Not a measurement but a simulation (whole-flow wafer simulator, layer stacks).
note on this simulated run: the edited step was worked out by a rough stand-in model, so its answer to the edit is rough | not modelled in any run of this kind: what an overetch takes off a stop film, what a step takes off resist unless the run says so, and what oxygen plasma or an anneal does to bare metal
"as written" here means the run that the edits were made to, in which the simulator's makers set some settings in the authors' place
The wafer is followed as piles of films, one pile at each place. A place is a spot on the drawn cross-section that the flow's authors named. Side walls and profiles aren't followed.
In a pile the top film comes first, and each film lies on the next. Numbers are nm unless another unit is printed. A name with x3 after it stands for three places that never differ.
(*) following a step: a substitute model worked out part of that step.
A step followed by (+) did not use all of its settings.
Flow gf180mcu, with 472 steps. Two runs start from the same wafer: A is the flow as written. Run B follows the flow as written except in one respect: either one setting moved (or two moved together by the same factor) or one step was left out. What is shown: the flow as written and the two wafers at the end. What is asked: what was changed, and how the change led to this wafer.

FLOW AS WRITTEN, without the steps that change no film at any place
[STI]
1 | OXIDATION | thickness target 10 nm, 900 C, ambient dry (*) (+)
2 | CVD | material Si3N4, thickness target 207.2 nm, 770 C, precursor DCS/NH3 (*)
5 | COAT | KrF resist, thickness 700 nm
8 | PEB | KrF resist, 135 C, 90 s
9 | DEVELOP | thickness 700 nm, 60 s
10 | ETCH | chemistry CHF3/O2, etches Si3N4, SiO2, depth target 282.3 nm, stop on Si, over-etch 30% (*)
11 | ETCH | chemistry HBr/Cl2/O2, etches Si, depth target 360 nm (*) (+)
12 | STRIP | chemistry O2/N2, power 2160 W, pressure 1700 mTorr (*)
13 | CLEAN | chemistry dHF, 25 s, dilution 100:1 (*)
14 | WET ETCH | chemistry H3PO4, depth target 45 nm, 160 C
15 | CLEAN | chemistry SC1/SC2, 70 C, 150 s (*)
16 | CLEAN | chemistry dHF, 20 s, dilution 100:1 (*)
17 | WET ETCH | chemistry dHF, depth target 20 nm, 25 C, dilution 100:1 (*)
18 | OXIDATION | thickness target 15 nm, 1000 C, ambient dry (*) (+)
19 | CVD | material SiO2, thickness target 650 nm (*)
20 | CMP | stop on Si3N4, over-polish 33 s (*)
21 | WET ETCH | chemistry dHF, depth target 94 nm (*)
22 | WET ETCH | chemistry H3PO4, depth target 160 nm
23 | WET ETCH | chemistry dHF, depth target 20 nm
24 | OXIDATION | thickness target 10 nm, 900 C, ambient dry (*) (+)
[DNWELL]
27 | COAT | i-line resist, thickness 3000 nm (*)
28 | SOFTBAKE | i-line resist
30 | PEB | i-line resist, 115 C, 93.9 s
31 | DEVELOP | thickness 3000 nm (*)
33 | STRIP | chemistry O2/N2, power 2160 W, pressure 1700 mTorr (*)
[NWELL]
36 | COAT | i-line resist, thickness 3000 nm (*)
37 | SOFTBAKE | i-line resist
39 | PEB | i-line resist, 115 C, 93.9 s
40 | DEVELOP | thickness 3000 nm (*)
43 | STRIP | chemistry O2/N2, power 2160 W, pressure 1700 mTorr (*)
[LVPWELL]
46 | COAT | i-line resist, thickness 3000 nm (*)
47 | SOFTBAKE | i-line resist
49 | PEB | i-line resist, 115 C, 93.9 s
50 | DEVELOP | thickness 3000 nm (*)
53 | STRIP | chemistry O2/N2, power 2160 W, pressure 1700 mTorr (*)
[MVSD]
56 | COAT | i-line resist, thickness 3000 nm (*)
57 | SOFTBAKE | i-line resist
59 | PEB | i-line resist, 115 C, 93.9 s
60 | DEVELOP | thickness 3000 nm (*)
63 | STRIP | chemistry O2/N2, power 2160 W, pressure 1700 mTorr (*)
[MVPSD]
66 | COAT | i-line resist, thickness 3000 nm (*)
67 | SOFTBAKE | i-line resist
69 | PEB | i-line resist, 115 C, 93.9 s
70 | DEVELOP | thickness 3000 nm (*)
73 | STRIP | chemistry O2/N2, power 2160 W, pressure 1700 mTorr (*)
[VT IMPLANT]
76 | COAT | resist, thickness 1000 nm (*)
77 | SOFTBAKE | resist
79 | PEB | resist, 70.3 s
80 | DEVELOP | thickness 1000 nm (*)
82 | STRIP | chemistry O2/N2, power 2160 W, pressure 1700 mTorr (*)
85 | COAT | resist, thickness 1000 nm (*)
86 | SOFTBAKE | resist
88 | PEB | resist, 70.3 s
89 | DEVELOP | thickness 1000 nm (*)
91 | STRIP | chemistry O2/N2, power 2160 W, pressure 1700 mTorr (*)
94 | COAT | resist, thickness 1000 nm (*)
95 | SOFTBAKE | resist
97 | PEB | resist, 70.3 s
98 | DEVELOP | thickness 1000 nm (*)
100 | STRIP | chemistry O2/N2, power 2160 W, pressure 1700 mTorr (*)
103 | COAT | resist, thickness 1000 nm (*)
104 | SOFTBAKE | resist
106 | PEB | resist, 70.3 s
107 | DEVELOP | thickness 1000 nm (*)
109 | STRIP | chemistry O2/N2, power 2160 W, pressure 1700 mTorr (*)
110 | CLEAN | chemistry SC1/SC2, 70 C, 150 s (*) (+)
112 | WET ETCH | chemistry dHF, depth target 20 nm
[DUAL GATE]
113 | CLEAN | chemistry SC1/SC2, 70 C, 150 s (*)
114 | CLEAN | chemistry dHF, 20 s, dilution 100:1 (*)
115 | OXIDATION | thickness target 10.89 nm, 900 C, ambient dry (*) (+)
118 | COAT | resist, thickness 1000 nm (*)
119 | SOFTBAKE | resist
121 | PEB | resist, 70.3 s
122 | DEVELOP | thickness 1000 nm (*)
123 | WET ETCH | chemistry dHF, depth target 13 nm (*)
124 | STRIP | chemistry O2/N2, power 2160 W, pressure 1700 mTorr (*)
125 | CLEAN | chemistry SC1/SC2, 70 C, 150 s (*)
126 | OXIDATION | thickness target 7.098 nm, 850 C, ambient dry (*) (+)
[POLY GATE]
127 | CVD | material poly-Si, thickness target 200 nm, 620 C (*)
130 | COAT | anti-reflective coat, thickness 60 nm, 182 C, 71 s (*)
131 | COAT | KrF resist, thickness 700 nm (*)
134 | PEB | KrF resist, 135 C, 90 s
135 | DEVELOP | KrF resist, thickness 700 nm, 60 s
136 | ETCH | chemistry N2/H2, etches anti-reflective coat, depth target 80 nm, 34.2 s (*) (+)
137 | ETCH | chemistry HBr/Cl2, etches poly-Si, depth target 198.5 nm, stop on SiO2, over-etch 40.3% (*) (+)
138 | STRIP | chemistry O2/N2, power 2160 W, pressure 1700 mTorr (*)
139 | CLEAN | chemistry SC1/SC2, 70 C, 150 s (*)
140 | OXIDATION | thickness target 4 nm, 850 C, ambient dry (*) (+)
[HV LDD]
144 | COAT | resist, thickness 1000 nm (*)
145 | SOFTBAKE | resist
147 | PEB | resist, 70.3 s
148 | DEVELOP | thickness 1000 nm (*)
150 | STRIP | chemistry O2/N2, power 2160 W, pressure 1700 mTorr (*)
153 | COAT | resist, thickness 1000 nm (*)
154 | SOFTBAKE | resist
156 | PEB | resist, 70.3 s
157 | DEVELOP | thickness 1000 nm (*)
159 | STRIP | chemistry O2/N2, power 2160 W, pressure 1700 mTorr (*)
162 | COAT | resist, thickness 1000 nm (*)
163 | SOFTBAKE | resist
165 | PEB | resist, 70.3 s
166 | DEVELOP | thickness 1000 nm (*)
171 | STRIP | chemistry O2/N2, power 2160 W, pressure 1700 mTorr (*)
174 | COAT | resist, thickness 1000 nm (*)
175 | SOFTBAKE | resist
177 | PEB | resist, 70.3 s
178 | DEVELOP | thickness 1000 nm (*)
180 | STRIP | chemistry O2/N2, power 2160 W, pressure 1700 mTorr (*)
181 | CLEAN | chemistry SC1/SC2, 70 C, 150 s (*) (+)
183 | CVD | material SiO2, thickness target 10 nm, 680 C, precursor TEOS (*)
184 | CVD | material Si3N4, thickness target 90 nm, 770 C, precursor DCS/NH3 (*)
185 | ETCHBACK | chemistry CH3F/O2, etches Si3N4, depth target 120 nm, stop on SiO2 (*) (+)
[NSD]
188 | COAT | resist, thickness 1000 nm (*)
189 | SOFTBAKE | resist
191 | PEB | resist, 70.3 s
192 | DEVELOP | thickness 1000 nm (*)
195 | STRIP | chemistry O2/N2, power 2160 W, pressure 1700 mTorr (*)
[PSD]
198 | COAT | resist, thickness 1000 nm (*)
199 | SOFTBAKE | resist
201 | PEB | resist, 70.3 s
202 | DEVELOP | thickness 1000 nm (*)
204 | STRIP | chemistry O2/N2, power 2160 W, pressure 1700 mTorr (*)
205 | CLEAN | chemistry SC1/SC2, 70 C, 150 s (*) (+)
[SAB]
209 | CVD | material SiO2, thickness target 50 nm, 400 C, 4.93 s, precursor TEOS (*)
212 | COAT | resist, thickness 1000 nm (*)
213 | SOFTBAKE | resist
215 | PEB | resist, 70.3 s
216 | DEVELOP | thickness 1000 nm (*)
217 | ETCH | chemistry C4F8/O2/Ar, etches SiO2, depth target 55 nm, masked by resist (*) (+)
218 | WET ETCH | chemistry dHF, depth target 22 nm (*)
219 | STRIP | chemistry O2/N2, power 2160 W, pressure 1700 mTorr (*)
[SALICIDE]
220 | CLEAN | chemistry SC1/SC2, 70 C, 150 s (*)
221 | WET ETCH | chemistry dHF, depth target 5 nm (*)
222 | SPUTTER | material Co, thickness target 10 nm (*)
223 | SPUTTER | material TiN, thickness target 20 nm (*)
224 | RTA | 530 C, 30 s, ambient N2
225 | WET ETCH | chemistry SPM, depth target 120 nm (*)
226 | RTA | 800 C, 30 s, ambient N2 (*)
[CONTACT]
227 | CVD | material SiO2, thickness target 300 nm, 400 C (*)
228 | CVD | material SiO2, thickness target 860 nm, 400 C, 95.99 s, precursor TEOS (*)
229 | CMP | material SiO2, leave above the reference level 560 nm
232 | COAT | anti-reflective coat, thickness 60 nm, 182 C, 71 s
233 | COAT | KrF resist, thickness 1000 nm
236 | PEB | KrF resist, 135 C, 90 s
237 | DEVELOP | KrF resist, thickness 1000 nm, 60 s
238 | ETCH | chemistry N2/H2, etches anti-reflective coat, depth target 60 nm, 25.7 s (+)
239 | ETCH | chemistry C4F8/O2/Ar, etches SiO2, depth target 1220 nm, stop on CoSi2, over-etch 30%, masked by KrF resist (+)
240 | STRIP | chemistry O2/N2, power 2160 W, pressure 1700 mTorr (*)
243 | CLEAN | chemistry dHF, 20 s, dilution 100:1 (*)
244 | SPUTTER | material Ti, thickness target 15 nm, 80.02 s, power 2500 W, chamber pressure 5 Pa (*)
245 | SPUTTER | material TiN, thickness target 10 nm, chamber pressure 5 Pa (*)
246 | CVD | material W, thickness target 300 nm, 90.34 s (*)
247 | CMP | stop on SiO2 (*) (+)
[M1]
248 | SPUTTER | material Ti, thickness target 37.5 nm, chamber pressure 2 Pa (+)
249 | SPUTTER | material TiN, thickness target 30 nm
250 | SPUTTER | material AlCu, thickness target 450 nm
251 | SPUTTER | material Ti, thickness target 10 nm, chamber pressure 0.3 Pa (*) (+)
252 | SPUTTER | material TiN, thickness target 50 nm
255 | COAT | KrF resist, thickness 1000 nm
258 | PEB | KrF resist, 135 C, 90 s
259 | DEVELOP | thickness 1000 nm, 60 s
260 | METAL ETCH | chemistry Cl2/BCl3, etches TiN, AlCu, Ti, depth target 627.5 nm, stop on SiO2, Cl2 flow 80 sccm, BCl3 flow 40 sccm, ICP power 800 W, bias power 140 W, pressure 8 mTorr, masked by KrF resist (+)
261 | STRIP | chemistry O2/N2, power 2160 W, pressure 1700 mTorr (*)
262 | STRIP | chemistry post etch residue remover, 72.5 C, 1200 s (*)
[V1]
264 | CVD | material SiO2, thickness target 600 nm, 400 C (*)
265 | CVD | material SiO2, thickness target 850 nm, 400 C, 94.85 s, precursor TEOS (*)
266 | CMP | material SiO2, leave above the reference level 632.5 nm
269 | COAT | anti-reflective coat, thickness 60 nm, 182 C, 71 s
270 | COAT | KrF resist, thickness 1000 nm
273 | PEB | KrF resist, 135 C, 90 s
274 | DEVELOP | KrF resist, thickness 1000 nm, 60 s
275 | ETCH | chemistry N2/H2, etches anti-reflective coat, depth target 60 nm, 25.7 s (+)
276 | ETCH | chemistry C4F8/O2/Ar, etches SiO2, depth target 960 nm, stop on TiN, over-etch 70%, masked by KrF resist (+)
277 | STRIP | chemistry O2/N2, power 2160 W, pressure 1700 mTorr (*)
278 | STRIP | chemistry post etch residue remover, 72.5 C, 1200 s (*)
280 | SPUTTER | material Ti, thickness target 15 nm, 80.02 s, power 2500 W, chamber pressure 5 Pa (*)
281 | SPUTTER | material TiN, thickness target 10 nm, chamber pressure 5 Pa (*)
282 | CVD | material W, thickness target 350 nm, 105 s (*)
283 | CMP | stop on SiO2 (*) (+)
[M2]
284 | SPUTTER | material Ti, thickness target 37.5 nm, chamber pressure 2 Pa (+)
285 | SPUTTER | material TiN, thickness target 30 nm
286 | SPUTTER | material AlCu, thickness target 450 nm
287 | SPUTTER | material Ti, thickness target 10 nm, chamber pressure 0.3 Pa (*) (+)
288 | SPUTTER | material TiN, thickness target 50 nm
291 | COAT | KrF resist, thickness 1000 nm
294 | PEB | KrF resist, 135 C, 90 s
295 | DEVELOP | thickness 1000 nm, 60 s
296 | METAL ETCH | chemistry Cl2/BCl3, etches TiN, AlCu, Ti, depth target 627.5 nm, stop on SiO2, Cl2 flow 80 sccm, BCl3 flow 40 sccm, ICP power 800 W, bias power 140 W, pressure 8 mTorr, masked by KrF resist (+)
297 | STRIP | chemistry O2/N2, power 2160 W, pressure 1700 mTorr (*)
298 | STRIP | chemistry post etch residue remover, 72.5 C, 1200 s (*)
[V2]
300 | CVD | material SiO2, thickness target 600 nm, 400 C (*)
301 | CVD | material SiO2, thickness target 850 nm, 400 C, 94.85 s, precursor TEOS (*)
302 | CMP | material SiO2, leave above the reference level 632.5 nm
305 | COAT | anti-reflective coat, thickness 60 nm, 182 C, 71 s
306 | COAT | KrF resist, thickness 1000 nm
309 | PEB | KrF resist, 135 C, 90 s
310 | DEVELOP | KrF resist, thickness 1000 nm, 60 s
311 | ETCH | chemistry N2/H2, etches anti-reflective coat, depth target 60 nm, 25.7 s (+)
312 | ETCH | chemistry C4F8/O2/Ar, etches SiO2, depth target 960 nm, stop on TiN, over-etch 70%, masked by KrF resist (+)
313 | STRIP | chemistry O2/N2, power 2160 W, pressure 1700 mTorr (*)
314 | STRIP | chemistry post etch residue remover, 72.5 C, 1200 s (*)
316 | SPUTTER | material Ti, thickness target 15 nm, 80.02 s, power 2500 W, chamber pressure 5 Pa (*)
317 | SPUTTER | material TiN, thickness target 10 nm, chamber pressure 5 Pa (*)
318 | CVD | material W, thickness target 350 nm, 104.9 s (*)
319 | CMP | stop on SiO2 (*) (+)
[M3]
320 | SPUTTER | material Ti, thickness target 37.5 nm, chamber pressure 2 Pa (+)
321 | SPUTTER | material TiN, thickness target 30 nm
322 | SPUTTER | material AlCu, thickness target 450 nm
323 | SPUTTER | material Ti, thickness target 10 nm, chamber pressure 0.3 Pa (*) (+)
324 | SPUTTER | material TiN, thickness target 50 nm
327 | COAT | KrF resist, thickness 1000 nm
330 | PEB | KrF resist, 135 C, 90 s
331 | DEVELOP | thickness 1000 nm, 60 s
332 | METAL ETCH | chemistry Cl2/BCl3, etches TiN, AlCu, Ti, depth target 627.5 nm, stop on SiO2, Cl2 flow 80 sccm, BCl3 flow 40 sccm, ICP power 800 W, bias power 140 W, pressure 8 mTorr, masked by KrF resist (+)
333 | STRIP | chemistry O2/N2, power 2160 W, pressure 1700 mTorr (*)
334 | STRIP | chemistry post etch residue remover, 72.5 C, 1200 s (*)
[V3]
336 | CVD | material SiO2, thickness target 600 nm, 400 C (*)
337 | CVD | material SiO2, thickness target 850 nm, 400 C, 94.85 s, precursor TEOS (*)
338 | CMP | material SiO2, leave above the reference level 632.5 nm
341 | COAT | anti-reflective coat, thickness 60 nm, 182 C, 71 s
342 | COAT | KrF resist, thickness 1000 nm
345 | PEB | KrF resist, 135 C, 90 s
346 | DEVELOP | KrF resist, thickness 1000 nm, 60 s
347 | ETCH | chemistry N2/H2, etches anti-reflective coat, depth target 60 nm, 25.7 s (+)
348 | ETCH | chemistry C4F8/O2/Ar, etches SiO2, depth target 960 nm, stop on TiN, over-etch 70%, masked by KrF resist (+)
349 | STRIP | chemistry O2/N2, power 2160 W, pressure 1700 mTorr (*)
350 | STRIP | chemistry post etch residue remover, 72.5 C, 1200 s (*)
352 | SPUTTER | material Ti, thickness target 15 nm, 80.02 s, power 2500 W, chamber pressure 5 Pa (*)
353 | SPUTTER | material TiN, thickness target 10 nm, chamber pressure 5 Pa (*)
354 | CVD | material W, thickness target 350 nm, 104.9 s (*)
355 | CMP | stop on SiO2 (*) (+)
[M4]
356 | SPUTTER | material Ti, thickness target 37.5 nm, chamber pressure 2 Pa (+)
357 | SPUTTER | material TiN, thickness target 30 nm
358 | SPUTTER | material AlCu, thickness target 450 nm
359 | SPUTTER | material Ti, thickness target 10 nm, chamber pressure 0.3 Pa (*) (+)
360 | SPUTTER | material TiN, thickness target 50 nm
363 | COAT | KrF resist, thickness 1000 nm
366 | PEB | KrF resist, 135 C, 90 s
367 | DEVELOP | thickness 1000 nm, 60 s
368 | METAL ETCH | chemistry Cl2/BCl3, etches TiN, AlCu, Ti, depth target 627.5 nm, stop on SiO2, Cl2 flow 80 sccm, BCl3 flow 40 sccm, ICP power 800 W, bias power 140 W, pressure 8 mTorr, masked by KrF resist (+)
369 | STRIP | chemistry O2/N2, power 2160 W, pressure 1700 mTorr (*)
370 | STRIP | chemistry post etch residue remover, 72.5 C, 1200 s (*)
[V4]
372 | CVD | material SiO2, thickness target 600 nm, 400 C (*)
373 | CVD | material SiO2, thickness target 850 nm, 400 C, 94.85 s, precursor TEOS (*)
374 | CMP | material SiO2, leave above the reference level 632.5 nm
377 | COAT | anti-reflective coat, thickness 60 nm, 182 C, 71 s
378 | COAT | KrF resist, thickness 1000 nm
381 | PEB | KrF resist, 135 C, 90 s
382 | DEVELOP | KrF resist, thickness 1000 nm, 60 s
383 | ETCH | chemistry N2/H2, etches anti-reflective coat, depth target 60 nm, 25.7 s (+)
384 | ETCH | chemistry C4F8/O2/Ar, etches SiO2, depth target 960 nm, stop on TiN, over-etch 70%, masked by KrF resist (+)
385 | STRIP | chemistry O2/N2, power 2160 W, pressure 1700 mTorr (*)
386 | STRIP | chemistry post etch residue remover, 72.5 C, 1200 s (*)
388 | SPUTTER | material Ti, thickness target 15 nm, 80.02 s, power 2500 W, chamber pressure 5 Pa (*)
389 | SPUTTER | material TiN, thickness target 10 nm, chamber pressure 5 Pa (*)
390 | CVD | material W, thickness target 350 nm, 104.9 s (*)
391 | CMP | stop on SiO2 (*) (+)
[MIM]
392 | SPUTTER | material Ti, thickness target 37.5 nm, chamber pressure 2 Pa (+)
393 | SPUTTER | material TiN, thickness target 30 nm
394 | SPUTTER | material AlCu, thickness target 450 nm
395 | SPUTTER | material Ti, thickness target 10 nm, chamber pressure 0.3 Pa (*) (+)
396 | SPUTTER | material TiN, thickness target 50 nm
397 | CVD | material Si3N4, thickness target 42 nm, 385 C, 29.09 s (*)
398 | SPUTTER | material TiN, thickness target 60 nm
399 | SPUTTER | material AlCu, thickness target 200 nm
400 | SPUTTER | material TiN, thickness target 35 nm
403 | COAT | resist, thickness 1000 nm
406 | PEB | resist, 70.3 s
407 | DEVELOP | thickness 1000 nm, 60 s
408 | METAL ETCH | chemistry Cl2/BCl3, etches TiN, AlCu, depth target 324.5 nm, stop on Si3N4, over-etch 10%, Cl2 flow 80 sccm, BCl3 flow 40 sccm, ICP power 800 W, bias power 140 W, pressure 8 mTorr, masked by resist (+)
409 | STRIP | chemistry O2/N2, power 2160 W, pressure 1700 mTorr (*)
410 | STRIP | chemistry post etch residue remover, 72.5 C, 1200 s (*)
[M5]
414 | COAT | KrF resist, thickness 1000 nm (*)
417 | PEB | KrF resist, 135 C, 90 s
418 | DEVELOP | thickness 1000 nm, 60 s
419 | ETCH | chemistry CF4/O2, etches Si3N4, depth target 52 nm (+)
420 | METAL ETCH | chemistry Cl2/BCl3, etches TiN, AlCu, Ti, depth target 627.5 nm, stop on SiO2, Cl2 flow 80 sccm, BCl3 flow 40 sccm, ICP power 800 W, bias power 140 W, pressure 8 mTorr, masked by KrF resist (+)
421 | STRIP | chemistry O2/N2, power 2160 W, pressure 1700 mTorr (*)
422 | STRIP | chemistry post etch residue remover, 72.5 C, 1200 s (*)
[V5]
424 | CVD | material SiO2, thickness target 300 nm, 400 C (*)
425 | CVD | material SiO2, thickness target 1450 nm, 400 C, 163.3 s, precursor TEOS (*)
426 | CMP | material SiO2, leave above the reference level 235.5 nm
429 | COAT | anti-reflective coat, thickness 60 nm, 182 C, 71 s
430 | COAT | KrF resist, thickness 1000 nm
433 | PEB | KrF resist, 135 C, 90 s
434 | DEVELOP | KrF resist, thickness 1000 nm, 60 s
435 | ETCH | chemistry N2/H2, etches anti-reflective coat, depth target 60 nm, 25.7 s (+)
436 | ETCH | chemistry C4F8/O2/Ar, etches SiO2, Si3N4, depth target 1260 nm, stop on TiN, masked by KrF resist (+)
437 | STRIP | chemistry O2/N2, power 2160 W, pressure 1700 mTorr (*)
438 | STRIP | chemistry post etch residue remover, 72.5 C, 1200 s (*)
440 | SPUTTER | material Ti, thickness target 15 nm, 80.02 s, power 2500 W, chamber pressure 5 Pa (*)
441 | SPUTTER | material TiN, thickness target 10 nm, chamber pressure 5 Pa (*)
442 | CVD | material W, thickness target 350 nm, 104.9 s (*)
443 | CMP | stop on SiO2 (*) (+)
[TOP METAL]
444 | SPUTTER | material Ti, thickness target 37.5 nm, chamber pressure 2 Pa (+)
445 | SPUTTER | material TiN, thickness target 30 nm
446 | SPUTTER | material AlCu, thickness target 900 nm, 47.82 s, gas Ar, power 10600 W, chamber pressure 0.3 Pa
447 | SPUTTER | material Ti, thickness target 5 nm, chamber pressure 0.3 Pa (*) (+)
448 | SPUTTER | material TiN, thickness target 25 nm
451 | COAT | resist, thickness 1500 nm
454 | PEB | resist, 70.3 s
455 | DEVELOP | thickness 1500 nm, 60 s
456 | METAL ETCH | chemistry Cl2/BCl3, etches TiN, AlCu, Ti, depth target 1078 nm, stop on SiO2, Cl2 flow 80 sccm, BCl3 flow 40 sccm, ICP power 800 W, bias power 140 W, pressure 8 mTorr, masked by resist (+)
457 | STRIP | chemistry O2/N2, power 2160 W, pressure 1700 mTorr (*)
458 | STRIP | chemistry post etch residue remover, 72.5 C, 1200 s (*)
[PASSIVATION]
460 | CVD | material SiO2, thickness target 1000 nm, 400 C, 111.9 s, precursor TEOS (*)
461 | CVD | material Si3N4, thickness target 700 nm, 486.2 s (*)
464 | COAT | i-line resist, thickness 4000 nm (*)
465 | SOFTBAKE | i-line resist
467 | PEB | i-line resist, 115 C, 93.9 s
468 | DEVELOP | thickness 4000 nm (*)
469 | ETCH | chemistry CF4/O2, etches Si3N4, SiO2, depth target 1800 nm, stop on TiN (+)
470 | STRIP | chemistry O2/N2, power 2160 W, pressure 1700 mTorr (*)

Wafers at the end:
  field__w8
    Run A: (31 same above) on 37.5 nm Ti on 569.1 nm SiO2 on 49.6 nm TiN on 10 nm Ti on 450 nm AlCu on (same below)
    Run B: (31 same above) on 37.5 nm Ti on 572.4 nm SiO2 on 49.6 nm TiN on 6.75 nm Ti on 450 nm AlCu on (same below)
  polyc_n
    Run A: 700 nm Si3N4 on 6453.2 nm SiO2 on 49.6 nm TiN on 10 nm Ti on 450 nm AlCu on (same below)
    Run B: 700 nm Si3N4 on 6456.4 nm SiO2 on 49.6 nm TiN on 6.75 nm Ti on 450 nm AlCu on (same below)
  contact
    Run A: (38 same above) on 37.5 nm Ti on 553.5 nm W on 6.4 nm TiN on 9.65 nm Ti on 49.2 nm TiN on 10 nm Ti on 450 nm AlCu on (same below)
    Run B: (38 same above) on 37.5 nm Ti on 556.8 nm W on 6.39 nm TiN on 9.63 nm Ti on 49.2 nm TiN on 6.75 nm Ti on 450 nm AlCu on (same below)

Cause: step 251, SPUTTER: thickness target 6.75 nm was run, though the flow has thickness target 10 nm.
One can read it off the wafer: field__w8 has Ti 6.75, and step 251 as written asks for 10 nm.

Step by step, how the change led to this:
  251 | SPUTTER | material Ti, thickness target 10 nm, chamber pressure 0.3 Pa (*) (+)
      field, field__w1, field__w2 and 108 more: A Ti gains 10 (new film) | B Ti gains 6.75 (new film)
  260 | METAL ETCH | chemistry Cl2/BCl3, etches TiN, AlCu, Ti, depth target 627.5 nm, stop on SiO2, Cl2 flow 80 sccm, BCl3 flow 40 sccm, ICP power 800 W, bias power 140 W, pressure 8 mTorr, masked by KrF resist (+)
      field, field__w1, field__w2 and 99 more: A TiN loses 50 (all of it), Ti loses 10 (all of it), AlCu loses 450 (all of it), TiN loses 30 (all of it), Ti loses 37.5 (all of it) | B TiN loses 50 (all of it), Ti loses 6.75 (all of it), AlCu loses 450 (all of it), TiN loses 30 (all of it), Ti loses 37.5 (all of it)
